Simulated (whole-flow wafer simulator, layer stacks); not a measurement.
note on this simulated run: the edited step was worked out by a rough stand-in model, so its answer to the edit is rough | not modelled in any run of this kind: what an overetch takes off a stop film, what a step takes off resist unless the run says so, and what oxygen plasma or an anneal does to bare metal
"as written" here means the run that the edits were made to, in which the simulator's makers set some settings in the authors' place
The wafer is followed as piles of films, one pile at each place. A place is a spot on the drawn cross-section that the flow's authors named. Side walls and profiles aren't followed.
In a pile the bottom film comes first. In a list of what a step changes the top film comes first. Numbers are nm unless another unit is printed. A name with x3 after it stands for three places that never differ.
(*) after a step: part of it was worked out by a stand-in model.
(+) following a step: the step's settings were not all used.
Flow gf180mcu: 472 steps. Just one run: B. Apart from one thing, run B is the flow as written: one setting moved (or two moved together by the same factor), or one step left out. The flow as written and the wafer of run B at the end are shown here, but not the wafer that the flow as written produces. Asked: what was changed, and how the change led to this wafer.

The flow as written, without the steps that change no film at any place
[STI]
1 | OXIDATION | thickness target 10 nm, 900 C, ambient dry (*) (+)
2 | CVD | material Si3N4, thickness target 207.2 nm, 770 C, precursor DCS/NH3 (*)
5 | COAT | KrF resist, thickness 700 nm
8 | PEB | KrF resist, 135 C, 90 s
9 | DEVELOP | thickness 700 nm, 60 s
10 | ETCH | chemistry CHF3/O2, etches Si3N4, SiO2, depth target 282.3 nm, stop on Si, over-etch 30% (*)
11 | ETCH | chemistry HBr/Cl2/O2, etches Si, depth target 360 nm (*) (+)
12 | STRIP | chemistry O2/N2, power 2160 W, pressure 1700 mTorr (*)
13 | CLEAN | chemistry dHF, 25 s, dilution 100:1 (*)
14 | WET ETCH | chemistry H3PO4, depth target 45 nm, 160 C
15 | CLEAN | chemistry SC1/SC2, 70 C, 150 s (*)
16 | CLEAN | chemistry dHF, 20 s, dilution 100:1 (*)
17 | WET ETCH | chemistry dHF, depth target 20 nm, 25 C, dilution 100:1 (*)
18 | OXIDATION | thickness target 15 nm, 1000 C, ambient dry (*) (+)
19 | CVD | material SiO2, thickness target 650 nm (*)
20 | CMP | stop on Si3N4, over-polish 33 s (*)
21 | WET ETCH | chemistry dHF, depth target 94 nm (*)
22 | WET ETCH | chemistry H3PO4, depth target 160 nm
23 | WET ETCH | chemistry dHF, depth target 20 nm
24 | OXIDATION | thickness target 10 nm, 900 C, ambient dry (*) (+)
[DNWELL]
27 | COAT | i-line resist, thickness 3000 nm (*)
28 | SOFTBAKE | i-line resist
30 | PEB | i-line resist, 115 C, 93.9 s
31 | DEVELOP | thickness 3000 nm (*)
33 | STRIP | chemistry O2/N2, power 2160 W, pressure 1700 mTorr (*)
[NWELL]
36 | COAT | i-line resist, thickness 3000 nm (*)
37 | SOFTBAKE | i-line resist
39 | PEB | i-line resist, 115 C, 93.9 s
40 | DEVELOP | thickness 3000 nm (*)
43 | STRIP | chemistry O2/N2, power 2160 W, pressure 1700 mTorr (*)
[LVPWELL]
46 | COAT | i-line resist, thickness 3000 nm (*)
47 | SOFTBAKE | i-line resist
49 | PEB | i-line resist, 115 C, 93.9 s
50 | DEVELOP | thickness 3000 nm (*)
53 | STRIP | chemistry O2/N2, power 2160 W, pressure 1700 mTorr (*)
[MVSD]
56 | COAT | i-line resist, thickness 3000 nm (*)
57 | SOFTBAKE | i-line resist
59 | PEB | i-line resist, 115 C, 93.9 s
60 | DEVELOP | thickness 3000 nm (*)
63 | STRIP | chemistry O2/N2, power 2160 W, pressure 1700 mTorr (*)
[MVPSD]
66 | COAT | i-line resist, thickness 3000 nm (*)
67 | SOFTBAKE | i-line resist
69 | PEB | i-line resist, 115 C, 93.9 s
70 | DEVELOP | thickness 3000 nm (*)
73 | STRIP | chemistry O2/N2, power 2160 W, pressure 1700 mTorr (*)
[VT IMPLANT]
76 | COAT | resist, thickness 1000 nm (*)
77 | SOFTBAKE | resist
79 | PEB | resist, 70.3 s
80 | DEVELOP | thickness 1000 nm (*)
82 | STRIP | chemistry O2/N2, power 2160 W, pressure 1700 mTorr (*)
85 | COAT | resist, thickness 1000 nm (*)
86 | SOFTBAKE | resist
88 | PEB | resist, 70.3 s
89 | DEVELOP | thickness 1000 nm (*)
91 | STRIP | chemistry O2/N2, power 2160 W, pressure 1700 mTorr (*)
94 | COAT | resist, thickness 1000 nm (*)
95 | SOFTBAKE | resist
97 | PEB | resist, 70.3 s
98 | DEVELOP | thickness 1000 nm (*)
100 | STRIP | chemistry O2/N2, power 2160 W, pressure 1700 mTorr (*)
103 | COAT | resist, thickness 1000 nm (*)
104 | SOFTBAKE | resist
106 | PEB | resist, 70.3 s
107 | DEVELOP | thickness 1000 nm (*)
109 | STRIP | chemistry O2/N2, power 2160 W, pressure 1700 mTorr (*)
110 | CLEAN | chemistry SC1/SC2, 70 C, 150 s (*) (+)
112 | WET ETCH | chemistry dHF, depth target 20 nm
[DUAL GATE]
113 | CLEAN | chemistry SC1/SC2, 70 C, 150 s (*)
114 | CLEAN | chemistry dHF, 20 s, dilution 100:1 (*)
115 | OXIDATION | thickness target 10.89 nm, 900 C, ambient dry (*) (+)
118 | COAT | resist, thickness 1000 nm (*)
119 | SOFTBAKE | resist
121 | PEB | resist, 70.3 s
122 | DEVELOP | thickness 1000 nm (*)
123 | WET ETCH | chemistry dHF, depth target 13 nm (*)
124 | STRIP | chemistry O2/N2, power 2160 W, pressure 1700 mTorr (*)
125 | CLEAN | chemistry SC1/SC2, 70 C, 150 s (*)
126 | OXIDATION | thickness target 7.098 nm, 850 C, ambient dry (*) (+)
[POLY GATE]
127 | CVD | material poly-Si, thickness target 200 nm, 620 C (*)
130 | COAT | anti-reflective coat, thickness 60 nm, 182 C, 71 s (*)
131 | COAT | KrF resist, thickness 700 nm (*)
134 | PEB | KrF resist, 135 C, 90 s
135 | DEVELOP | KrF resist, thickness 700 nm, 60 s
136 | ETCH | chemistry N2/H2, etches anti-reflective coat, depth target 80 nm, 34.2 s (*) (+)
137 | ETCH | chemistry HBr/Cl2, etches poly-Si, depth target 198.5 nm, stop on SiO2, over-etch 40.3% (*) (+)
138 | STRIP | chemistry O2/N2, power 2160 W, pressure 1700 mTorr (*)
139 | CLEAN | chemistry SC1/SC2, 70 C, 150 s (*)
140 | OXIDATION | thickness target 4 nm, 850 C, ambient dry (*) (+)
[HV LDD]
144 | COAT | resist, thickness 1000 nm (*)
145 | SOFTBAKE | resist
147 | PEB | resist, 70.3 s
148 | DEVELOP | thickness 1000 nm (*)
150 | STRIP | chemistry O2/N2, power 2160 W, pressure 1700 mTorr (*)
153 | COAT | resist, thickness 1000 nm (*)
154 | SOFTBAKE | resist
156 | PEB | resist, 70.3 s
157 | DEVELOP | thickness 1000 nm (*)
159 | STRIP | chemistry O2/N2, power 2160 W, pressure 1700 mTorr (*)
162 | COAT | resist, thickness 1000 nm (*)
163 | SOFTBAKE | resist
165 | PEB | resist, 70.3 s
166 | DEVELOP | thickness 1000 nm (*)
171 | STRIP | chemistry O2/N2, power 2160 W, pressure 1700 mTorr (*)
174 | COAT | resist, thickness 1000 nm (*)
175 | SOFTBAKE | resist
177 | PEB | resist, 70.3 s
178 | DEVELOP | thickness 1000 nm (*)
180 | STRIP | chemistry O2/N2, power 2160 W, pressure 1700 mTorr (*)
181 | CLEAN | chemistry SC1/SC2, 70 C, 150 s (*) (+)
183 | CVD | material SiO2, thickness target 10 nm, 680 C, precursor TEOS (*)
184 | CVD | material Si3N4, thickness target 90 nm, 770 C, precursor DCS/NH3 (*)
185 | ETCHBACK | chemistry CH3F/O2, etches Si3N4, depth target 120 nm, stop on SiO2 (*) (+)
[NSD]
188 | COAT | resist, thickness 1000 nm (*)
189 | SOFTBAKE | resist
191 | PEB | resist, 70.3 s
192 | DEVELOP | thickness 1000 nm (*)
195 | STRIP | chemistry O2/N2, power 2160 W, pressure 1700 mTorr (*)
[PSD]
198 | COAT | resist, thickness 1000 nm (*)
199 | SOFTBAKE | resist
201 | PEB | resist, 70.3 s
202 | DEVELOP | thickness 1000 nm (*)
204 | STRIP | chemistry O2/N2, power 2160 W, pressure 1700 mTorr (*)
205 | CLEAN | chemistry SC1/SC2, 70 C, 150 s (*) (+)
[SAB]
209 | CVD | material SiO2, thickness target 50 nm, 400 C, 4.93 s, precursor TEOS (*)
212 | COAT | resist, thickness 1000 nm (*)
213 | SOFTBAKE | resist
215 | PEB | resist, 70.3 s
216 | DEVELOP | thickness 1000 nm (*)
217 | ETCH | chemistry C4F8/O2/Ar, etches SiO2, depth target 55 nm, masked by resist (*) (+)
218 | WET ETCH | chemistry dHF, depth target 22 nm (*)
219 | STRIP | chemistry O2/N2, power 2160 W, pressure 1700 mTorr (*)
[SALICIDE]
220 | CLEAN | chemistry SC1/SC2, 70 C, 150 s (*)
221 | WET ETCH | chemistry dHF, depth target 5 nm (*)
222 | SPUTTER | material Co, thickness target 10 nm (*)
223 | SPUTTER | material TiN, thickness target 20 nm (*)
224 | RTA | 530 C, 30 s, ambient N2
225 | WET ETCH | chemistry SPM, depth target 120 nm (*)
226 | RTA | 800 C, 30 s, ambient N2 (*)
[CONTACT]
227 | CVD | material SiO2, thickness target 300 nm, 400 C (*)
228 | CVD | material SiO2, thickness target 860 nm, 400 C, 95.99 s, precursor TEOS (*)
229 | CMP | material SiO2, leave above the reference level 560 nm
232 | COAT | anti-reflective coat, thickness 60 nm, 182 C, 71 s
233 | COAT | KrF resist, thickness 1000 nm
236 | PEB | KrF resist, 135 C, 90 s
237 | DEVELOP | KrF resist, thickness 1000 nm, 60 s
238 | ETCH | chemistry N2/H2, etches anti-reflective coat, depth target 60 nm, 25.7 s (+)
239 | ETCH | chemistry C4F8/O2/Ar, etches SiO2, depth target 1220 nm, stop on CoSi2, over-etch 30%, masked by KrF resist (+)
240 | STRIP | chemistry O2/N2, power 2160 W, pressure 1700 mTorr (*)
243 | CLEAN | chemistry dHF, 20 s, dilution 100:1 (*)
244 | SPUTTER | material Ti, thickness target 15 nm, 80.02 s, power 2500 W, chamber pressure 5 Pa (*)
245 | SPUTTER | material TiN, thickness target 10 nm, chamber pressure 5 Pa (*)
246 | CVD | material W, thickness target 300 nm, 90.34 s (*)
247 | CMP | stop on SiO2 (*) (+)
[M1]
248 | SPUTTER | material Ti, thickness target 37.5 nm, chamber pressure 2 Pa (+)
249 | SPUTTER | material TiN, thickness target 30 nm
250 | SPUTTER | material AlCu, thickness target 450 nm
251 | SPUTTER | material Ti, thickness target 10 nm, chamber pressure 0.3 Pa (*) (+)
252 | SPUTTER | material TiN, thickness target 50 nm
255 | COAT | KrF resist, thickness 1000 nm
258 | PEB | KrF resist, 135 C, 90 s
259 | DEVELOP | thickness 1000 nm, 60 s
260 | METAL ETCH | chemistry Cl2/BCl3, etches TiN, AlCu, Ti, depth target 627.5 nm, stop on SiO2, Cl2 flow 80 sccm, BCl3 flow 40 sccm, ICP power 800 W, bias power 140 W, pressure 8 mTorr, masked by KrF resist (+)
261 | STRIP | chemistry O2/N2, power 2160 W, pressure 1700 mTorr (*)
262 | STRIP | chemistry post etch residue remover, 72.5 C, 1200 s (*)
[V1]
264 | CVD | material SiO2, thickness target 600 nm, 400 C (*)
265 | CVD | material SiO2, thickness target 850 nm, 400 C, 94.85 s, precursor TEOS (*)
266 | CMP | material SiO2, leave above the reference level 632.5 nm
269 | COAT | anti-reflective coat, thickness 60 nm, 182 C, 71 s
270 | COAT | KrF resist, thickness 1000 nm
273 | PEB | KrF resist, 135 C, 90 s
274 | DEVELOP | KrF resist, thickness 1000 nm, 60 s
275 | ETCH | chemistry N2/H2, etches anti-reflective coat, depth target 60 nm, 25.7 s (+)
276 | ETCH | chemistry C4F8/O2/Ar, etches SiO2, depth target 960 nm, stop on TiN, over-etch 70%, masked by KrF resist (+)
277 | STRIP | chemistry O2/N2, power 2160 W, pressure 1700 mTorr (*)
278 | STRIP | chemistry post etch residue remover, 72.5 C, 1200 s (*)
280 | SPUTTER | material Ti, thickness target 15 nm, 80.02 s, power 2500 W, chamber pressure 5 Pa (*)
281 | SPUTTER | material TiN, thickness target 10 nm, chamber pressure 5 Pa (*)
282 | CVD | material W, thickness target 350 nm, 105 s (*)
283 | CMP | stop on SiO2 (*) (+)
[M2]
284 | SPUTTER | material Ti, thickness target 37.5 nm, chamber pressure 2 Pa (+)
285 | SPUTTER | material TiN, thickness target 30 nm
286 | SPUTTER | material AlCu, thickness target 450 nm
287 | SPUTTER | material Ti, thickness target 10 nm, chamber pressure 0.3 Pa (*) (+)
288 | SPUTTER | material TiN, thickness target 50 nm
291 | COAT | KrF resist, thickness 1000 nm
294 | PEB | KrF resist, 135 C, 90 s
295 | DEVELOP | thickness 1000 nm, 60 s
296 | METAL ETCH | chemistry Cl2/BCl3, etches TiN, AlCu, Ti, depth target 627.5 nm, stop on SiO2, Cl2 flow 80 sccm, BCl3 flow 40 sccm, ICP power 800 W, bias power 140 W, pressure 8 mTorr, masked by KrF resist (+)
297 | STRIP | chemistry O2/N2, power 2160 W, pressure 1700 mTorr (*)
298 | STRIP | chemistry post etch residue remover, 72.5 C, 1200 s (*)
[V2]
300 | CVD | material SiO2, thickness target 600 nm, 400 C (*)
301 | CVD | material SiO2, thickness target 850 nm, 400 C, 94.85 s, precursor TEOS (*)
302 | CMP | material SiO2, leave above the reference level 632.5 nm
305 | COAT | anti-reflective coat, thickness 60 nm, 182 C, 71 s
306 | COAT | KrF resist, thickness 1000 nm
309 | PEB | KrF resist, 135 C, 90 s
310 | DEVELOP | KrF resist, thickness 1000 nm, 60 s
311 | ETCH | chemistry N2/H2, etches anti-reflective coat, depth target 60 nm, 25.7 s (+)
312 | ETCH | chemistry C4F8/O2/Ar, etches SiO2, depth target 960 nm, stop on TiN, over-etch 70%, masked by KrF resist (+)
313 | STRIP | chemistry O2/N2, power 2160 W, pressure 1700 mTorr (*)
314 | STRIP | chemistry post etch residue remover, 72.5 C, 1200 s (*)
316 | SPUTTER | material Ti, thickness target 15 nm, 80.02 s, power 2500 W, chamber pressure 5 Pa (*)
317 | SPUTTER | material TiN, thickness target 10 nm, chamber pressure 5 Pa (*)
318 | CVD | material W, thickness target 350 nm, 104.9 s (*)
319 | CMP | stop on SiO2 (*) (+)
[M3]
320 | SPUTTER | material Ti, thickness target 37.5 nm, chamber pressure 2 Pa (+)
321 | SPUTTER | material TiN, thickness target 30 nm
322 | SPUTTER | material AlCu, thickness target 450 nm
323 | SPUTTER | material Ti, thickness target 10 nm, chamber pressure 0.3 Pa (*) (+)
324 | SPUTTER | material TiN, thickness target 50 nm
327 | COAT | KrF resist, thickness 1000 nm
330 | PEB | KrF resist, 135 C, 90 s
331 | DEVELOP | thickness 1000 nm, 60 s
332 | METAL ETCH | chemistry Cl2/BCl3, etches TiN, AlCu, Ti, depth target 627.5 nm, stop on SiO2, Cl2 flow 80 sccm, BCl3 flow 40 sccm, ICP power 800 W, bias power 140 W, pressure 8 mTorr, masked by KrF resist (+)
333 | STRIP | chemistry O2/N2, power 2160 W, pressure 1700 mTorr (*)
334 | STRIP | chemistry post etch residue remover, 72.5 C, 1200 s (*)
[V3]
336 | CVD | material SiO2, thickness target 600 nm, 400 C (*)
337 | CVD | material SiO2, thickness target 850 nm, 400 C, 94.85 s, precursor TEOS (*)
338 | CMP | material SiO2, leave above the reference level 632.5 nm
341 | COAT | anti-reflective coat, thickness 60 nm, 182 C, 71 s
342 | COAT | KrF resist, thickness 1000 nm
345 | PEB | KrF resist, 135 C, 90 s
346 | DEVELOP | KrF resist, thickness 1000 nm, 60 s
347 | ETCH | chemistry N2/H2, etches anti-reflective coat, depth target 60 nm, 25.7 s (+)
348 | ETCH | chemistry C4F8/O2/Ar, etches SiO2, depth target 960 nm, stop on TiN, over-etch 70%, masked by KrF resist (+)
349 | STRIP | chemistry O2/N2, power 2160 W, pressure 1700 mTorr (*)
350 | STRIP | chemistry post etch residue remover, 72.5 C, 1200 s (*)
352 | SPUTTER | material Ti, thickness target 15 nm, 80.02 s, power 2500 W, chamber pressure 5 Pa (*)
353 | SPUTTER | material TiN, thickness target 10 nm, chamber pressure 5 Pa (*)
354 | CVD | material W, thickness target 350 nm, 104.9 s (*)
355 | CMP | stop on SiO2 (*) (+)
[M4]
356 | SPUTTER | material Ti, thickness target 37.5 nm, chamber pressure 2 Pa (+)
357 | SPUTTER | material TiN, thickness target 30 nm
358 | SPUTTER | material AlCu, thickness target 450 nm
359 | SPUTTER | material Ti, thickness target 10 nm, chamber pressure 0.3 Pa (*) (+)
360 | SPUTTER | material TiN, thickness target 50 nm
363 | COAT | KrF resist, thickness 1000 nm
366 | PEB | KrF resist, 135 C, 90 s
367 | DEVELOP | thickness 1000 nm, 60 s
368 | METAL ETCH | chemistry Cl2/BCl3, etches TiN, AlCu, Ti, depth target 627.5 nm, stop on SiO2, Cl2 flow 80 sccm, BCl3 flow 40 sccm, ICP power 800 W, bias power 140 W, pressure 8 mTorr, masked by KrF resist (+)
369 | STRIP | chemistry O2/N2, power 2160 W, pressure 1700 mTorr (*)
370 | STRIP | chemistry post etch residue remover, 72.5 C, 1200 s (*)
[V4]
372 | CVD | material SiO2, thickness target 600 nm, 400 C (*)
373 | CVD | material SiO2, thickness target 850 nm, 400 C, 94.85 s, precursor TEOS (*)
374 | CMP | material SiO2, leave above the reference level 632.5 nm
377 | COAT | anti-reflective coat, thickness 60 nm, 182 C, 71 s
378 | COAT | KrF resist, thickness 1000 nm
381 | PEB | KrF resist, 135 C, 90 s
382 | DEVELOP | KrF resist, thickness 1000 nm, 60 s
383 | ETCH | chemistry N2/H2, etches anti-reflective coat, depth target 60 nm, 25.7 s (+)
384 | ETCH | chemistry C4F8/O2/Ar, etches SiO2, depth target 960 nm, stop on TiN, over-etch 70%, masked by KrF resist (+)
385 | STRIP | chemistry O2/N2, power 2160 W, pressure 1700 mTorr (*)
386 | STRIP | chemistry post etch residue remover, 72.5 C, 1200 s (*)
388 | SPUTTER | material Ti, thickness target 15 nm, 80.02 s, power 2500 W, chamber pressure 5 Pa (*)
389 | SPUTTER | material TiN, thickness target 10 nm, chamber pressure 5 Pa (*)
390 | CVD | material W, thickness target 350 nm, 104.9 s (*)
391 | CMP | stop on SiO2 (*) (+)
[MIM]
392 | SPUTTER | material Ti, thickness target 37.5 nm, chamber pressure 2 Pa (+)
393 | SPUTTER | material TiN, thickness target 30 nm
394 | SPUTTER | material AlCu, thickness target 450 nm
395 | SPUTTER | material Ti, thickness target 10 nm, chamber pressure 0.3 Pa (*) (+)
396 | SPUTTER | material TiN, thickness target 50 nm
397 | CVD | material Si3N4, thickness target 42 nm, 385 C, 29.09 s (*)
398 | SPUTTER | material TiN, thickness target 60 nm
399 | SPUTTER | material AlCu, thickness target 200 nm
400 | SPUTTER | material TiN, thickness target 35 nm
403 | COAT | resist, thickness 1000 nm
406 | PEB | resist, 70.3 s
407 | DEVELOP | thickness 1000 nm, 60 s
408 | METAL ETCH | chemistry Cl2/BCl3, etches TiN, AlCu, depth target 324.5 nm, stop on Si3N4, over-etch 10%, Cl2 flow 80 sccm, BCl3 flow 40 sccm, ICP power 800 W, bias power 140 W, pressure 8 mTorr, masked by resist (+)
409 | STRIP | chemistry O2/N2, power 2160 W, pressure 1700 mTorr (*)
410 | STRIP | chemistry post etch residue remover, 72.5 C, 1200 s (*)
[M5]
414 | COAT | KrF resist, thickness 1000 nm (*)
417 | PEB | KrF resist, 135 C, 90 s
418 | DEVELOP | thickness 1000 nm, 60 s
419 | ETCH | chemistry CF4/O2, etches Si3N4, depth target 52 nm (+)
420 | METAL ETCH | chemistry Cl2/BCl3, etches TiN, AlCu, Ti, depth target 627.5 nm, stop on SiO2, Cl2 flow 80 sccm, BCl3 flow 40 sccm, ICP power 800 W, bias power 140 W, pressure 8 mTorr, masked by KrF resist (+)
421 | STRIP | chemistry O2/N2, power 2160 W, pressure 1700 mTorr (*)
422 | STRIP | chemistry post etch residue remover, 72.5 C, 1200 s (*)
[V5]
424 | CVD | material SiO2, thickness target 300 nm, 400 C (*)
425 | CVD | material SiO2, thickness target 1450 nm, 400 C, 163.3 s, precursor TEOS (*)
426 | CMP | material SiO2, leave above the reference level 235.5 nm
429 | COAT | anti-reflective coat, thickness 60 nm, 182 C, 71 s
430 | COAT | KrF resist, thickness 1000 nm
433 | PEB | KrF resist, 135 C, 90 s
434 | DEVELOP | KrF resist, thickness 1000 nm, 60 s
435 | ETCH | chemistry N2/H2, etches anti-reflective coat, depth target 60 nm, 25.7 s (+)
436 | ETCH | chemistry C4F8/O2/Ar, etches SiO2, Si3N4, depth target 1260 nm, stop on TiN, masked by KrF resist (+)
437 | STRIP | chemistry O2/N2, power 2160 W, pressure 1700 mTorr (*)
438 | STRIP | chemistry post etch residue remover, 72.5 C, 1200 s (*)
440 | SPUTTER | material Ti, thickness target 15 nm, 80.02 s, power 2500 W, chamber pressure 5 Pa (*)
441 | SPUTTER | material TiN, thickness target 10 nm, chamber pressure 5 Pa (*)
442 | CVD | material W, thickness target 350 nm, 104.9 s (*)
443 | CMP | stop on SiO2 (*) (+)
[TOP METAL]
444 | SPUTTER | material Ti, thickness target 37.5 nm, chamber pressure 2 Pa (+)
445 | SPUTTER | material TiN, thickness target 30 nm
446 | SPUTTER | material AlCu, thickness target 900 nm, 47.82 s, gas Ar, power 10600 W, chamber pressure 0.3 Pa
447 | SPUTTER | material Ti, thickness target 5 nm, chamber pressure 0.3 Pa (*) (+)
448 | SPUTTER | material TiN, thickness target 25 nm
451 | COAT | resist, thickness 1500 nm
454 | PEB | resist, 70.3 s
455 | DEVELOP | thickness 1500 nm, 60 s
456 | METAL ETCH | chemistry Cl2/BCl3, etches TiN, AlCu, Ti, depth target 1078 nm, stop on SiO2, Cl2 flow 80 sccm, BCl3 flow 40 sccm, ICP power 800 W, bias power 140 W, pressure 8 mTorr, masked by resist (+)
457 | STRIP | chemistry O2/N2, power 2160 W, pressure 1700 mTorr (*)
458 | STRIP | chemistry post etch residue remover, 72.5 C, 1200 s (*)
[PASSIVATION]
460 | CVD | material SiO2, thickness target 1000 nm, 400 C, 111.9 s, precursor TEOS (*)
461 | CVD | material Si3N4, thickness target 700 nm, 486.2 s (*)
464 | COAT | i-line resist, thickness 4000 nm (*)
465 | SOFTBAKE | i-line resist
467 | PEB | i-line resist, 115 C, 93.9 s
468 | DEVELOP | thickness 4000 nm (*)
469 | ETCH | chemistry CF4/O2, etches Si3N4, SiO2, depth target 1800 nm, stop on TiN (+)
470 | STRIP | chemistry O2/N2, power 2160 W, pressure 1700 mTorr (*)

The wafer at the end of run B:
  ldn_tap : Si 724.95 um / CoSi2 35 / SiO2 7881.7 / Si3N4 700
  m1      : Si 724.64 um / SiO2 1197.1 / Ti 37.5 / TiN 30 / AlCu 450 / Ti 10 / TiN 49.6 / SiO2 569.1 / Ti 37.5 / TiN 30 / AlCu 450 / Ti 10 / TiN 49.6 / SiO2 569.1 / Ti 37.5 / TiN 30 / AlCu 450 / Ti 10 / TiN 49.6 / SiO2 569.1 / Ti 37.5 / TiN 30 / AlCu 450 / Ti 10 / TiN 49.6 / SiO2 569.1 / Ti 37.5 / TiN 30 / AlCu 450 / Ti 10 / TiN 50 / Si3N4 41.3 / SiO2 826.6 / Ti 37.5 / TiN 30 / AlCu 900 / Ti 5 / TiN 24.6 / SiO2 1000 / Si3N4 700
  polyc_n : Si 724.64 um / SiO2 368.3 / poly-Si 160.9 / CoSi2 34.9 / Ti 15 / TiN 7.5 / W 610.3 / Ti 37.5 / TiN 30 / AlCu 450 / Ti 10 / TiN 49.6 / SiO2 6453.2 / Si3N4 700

Cause: step 245, SPUTTER: thickness target 7.5 nm was run, whereas the flow has thickness target 10 nm.
The wafer lets one read it off: polyc_n has TiN 7.5, and step 245 as written asks for 10 nm.

Step by step, how the change led to this:
  245 | SPUTTER | material TiN, thickness target 10 nm, chamber pressure 5 Pa (*)
      field, field__w1, field__w2 and 107 more: TiN gains 7.5 (new film) (in the flow as written it would be: TiN gains 10 (new film))
      contact: TiN gains 4.11 (new film) (in the flow as written it would be: TiN gains 5.48 (new film))
  247 | CMP | stop on SiO2 (*) (+)
      field, field__w1, field__w2 and 105 more: W loses 300 (all of it), TiN loses 7.5 (all of it), Ti loses 15 (all of it), SiO2 loses 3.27 (in the flow as written it would be: W loses 300 (all of it), TiN loses 10 (all of it), Ti loses 15 (all of it), SiO2 loses 3.29)
